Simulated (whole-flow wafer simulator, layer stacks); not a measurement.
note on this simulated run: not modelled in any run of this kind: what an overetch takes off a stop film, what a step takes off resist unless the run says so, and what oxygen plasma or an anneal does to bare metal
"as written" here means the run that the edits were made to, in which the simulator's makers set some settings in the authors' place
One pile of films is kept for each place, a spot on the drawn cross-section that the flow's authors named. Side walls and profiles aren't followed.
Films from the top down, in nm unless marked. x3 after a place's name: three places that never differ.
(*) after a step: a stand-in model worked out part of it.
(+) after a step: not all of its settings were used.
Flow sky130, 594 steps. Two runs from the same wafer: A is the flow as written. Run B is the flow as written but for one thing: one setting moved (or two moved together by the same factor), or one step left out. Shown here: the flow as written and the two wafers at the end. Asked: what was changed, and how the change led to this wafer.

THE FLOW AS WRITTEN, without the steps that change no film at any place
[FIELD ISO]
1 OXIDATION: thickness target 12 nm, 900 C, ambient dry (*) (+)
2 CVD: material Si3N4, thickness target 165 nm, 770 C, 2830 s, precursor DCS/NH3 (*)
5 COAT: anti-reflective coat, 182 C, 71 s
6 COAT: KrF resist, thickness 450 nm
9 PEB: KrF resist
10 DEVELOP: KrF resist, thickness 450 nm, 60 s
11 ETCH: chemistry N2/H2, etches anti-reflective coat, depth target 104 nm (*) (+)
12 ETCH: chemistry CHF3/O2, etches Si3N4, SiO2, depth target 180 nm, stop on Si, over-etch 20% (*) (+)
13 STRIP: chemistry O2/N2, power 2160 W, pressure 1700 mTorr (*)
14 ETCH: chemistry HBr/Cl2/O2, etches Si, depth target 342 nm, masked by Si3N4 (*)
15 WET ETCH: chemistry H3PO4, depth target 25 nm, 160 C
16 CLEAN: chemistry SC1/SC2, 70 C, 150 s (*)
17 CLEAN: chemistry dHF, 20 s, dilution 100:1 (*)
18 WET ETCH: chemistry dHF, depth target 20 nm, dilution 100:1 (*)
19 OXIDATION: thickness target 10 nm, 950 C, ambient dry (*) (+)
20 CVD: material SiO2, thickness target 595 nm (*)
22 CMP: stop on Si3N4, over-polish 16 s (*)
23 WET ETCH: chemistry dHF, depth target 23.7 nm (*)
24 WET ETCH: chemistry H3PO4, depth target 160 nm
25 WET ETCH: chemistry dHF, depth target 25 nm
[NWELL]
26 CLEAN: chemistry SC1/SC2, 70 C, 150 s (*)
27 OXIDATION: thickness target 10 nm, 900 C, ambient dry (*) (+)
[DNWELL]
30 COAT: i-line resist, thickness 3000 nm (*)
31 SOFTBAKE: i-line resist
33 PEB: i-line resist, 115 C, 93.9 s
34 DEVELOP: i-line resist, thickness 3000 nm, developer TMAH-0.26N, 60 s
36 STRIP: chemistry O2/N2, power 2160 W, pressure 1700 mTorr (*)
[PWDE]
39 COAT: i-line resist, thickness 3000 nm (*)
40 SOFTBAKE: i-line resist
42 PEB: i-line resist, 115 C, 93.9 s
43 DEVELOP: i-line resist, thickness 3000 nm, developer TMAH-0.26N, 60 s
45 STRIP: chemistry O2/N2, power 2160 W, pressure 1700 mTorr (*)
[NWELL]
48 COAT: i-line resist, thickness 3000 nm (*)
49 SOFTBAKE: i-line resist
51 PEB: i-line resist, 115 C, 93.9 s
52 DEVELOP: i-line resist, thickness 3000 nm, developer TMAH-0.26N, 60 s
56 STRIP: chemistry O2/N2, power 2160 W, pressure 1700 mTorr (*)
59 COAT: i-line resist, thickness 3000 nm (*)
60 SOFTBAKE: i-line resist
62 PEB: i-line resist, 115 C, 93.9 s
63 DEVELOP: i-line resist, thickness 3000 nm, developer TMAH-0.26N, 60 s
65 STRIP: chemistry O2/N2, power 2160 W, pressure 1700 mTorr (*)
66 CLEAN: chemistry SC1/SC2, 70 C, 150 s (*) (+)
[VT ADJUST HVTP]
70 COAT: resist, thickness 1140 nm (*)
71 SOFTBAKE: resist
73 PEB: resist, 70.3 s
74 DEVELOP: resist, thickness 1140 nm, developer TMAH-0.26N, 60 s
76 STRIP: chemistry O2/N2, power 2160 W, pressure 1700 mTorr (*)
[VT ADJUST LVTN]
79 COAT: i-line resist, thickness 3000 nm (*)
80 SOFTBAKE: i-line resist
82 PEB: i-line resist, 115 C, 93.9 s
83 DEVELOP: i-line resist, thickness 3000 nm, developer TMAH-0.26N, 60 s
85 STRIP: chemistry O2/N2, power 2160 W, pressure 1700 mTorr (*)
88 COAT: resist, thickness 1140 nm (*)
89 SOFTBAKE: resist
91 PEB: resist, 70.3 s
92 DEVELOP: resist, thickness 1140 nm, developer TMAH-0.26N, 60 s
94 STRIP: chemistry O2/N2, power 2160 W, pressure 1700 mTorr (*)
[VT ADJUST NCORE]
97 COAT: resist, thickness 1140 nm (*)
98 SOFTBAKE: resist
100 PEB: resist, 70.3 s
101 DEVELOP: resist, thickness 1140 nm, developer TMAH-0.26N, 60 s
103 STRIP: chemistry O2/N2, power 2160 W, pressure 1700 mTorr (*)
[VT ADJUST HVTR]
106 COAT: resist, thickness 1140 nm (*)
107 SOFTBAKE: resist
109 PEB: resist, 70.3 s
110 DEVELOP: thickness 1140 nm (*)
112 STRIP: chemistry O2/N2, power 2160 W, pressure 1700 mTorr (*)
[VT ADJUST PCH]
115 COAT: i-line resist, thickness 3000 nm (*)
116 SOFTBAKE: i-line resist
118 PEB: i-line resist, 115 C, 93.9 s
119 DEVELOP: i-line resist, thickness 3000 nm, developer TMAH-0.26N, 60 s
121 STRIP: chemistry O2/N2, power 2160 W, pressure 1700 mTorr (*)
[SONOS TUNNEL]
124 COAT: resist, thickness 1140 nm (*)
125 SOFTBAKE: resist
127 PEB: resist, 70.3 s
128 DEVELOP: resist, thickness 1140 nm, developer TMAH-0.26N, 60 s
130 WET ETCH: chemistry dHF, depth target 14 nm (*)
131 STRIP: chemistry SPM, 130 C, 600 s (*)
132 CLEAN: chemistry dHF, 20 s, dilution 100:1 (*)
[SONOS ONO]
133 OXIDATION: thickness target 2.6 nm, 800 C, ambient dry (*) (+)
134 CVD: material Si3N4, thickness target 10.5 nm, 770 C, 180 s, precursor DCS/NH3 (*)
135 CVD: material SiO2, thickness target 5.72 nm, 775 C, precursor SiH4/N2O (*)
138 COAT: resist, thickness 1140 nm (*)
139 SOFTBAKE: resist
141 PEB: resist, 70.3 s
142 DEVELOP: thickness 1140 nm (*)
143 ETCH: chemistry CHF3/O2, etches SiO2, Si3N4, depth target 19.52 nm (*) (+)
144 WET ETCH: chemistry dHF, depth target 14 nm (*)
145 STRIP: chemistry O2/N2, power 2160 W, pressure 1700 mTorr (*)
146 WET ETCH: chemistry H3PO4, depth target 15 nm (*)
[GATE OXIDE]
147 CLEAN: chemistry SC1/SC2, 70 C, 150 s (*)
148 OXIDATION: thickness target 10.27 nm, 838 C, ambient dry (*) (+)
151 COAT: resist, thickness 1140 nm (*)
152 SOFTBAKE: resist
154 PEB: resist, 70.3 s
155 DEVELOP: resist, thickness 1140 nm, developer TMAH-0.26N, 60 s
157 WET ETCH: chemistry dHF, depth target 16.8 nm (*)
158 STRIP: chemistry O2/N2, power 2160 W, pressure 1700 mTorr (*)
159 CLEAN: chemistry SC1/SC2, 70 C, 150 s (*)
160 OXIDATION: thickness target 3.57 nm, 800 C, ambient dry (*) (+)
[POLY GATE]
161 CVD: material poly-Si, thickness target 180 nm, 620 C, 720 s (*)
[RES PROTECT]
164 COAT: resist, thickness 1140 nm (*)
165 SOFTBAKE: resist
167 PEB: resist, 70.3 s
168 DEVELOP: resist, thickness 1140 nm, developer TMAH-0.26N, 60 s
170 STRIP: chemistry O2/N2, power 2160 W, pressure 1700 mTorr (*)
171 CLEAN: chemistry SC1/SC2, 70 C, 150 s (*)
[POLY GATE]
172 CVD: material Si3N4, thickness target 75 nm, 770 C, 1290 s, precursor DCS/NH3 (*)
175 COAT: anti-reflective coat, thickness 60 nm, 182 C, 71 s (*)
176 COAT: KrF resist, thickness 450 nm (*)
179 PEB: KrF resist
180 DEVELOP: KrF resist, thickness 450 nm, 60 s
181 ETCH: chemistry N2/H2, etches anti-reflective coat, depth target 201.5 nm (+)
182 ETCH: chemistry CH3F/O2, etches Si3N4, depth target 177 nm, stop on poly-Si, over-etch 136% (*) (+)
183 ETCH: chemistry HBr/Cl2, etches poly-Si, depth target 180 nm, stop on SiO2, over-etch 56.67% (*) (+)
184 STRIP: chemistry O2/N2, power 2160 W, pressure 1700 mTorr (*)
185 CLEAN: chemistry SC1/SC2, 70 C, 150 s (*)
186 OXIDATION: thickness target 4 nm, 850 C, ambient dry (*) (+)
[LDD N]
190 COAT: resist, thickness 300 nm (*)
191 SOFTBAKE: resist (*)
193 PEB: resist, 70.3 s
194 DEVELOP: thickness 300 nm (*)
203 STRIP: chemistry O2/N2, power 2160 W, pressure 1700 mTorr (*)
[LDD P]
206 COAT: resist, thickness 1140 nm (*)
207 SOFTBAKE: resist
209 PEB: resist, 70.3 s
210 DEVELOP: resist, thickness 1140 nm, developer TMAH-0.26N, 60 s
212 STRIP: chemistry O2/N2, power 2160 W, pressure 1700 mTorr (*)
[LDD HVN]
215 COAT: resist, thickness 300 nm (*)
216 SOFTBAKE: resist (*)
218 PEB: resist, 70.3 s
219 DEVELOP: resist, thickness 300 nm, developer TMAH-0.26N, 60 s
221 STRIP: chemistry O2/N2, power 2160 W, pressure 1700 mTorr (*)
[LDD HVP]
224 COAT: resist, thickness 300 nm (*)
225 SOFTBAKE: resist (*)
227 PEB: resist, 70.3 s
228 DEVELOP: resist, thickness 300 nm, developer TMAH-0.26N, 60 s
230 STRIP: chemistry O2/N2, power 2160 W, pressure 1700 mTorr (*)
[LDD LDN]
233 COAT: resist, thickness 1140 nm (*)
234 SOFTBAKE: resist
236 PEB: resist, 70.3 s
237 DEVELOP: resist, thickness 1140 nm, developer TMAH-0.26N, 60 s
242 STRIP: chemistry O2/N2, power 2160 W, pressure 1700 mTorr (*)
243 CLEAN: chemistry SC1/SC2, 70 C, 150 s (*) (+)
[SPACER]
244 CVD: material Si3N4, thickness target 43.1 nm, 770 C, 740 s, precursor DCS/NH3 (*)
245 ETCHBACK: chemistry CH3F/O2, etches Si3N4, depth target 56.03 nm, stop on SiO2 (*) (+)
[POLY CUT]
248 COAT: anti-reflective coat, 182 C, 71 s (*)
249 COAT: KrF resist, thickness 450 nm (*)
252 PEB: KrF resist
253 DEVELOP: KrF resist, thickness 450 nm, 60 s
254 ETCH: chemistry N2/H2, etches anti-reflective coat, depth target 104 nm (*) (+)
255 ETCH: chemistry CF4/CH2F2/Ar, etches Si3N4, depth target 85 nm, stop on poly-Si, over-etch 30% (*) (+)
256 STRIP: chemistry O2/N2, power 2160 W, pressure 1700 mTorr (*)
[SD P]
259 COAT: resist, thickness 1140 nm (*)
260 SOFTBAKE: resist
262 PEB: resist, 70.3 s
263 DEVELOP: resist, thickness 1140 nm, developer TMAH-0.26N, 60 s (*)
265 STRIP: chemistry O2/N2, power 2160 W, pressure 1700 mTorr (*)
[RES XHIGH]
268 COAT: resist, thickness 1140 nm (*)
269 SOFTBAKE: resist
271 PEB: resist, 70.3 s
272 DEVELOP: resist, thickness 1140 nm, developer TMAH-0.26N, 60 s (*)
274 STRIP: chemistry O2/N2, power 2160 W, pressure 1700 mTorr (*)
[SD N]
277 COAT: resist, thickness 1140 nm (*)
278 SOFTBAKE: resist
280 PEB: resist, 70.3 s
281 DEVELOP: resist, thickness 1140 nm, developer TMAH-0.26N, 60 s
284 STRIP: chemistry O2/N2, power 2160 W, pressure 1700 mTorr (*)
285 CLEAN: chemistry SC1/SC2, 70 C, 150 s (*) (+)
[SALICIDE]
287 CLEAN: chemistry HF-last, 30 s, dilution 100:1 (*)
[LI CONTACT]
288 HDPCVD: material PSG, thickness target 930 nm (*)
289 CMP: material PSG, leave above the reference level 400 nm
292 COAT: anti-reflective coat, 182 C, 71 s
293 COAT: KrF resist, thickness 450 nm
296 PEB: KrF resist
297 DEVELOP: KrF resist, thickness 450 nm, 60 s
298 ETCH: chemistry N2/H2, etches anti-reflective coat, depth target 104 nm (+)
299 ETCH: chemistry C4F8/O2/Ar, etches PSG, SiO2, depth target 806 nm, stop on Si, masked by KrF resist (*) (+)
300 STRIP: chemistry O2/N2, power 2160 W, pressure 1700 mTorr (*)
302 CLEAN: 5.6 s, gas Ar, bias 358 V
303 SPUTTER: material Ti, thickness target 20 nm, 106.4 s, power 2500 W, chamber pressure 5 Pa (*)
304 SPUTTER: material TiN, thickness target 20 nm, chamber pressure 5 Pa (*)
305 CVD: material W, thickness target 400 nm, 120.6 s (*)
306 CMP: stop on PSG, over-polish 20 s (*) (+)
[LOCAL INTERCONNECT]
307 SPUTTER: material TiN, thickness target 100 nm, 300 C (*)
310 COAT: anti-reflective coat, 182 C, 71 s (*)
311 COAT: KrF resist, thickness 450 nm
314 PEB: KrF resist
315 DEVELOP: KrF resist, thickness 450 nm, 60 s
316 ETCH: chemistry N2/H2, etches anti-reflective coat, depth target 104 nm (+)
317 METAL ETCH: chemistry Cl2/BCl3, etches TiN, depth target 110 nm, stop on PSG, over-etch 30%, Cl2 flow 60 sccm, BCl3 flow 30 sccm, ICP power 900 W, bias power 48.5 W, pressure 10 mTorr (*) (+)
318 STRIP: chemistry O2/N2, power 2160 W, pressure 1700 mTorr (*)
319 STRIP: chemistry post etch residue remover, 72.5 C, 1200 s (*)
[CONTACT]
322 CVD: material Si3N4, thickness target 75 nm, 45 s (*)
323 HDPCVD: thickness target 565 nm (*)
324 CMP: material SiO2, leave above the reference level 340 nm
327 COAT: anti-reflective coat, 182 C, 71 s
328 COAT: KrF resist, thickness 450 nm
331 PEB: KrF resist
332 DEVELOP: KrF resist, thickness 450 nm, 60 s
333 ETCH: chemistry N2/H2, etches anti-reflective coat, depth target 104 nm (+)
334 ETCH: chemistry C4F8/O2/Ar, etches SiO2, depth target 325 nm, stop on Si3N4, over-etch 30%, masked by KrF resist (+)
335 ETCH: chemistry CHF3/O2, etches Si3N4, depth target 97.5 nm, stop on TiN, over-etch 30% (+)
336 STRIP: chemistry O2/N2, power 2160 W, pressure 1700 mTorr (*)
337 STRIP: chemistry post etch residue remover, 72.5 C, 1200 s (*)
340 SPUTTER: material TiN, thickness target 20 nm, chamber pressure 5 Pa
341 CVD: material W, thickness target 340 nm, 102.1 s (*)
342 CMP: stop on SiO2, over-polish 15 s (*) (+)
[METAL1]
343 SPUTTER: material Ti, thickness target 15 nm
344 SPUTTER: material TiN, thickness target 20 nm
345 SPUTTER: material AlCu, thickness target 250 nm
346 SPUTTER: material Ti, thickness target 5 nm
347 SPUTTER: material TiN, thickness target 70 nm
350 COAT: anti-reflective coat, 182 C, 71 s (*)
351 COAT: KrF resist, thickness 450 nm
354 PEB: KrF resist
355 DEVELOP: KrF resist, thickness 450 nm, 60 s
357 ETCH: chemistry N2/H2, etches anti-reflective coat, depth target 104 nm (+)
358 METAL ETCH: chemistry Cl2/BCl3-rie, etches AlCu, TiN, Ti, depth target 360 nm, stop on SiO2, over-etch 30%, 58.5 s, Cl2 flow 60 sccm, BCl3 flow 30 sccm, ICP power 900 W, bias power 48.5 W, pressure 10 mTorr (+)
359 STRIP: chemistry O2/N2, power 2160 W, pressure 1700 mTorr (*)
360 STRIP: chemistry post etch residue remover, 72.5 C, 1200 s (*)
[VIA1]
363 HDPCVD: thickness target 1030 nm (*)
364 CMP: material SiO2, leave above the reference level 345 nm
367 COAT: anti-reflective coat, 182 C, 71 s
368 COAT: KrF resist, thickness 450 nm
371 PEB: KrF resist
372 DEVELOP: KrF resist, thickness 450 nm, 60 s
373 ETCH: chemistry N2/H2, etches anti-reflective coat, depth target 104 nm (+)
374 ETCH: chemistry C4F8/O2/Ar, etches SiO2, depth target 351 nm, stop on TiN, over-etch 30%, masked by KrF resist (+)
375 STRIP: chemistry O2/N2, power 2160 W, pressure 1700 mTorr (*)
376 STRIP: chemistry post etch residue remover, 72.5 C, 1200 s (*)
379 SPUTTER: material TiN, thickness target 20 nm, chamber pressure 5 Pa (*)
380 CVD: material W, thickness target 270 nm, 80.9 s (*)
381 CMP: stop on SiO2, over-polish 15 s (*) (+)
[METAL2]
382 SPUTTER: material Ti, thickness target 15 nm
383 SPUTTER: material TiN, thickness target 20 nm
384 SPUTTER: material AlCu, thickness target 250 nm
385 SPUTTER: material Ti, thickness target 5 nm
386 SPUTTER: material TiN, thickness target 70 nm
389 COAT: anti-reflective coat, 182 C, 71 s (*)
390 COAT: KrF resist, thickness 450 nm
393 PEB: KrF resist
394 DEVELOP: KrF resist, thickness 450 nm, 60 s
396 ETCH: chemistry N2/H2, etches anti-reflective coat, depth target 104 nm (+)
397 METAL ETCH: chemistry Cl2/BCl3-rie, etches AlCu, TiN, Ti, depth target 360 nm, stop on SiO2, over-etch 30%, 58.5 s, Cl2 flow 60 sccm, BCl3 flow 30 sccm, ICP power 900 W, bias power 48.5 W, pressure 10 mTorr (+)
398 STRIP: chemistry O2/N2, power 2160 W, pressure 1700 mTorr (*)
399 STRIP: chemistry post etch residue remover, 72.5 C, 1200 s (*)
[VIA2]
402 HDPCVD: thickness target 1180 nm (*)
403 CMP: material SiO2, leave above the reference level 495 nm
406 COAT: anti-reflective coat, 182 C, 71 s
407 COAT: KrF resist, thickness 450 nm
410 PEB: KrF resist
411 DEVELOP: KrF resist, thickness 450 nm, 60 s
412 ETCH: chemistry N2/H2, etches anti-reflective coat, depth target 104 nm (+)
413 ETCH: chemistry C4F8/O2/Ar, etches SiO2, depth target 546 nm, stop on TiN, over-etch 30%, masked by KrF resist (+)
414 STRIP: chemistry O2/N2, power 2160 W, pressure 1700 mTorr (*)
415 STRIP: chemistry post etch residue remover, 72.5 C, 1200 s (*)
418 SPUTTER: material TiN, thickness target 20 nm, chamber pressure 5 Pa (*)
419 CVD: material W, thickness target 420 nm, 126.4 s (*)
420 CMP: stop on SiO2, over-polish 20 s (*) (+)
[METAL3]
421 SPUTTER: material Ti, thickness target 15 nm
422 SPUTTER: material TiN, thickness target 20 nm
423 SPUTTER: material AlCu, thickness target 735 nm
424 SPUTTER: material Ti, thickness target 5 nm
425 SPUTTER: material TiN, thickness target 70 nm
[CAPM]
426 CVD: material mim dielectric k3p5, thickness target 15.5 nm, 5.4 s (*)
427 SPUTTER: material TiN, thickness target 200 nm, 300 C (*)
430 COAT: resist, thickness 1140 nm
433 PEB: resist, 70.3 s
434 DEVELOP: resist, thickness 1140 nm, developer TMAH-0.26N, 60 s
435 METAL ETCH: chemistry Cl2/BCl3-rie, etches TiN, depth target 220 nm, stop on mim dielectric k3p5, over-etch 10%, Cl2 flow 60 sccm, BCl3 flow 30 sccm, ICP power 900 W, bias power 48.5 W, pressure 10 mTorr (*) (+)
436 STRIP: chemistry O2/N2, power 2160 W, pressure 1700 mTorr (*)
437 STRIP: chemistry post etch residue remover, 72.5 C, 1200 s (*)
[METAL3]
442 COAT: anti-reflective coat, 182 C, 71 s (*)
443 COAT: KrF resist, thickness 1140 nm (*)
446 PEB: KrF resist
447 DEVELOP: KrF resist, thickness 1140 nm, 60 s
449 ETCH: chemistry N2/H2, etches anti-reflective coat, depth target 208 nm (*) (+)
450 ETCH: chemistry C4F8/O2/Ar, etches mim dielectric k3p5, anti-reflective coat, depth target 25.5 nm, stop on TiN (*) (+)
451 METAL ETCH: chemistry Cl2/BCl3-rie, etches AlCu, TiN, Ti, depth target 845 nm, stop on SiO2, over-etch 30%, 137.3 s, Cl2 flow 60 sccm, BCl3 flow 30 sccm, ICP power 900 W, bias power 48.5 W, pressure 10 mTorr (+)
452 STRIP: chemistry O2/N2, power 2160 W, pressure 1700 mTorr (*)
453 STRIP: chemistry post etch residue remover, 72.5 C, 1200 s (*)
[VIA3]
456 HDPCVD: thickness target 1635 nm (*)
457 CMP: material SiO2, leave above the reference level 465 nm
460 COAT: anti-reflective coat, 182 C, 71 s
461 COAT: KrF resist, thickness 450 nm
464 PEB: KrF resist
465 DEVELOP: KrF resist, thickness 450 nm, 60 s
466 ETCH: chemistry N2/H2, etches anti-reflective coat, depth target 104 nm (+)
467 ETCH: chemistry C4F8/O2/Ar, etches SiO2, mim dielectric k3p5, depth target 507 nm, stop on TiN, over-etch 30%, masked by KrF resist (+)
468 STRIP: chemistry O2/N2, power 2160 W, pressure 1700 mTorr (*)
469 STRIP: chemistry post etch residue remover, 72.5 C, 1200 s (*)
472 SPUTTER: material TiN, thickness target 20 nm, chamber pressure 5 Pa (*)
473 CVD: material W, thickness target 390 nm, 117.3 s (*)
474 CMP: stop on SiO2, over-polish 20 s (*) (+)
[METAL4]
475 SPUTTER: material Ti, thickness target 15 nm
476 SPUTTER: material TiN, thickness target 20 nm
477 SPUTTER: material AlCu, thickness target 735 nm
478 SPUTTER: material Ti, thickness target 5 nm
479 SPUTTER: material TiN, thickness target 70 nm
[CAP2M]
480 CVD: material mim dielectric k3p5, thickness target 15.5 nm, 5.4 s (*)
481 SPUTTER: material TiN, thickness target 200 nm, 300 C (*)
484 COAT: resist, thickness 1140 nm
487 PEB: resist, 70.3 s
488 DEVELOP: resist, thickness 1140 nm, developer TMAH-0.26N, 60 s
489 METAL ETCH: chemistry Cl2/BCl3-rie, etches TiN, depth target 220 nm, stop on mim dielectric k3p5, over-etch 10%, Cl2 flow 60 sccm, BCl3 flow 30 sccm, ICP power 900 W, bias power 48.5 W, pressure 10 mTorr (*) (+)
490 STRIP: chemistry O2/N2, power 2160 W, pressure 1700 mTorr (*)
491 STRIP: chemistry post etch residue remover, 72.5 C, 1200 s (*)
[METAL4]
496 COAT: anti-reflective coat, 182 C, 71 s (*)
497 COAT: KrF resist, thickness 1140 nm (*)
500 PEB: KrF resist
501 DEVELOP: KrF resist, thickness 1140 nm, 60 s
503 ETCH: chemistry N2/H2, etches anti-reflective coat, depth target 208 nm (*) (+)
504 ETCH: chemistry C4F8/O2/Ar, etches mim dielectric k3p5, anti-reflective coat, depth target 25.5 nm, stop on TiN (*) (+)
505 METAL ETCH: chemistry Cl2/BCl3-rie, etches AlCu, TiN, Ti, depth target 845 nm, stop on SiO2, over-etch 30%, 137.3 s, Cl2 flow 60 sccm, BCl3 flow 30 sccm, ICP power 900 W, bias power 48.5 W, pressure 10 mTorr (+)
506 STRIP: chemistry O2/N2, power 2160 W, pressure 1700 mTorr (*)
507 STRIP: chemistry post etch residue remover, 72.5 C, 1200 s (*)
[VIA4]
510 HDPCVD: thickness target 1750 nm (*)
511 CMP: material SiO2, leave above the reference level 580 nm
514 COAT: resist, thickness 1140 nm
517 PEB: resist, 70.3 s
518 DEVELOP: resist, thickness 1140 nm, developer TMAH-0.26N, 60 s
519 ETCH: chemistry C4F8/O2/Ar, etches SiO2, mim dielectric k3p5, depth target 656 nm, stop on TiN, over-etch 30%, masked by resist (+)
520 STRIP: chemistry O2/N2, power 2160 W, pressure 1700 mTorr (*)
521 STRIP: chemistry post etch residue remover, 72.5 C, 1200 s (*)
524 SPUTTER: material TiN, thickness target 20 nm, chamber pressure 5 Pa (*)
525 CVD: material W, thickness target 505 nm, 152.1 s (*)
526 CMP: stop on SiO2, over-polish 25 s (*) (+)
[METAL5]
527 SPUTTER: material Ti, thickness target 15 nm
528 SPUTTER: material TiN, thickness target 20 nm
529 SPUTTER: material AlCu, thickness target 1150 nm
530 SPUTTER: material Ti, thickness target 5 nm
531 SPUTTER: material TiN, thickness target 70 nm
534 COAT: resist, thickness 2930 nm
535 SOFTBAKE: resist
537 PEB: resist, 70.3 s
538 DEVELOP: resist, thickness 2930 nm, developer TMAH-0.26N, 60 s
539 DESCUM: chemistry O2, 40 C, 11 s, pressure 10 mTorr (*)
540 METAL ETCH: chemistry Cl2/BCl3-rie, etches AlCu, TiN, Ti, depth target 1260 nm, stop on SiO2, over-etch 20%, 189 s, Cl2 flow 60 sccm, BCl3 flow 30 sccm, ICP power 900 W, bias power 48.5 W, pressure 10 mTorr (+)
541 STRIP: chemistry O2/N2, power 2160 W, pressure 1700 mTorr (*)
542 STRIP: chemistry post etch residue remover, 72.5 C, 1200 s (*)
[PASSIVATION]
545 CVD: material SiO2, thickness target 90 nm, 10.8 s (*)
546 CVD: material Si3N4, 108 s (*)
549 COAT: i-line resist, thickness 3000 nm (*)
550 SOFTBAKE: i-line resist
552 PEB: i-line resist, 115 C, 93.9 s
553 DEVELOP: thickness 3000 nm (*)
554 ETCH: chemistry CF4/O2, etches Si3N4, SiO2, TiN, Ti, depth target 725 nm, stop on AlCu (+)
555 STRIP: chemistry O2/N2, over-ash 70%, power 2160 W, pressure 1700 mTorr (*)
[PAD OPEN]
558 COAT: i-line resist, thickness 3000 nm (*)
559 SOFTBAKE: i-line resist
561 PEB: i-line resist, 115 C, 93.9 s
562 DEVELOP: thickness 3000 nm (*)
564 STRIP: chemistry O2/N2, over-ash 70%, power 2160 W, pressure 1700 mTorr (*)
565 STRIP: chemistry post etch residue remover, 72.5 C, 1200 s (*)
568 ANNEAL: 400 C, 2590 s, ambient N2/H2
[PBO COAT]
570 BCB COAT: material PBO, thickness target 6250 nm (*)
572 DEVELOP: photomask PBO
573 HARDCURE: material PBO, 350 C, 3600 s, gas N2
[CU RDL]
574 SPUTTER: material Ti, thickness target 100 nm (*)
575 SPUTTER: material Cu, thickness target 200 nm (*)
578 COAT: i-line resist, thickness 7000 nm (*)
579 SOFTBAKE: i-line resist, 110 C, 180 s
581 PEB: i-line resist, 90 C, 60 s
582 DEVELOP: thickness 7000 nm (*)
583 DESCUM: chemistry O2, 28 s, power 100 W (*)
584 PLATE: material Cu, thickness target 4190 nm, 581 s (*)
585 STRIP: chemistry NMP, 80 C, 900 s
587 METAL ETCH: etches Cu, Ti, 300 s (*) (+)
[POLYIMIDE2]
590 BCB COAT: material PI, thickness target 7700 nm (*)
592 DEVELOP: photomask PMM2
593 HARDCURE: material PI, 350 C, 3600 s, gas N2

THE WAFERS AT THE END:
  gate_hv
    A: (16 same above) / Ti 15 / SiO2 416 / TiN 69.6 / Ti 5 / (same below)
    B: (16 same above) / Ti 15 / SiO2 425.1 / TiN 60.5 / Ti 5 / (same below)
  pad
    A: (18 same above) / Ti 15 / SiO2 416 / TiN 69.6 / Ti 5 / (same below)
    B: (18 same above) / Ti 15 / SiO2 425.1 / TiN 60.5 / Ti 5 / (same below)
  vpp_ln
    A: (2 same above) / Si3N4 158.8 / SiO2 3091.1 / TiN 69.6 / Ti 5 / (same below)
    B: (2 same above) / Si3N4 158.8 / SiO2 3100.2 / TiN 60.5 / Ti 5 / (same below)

The cause: step 386, SPUTTER: thickness target 60.9 nm was run, where the flow has thickness target 70 nm.

How the change led to this, step by step:
  386 SPUTTER: material TiN, thickness target 70 nm
      field, active, n_well and 188 more: A TiN +70 (new film) | B TiN +60.9 (new film)
  397 METAL ETCH: chemistry Cl2/BCl3-rie, etches AlCu, TiN, Ti, depth target 360 nm, stop on SiO2, over-etch 30%, 58.5 s, Cl2 flow 60 sccm, BCl3 flow 30 sccm, ICP power 900 W, bias power 48.5 W, pressure 10 mTorr (+)
      field, active, gate and 82 more: A TiN -68.7 (all of it), Ti -5 (all of it), AlCu -250 (all of it), TiN -20 (all of it), Ti -15 (all of it), SiO2 -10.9 | B TiN -59.6 (all of it), Ti -5 (all of it), AlCu -250 (all of it), TiN -20 (all of it), Ti -15 (all of it), SiO2 -11.8
  413 ETCH: chemistry C4F8/O2/Ar, etches SiO2, depth target 546 nm, stop on TiN, over-etch 30%, masked by KrF resist (+)
      m1: A SiO2 -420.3 (all of it) | B SiO2 -429.4 (all of it)
      via2_hole: A SiO2 -419.8 (all of it) | B SiO2 -428.9 (all of it)
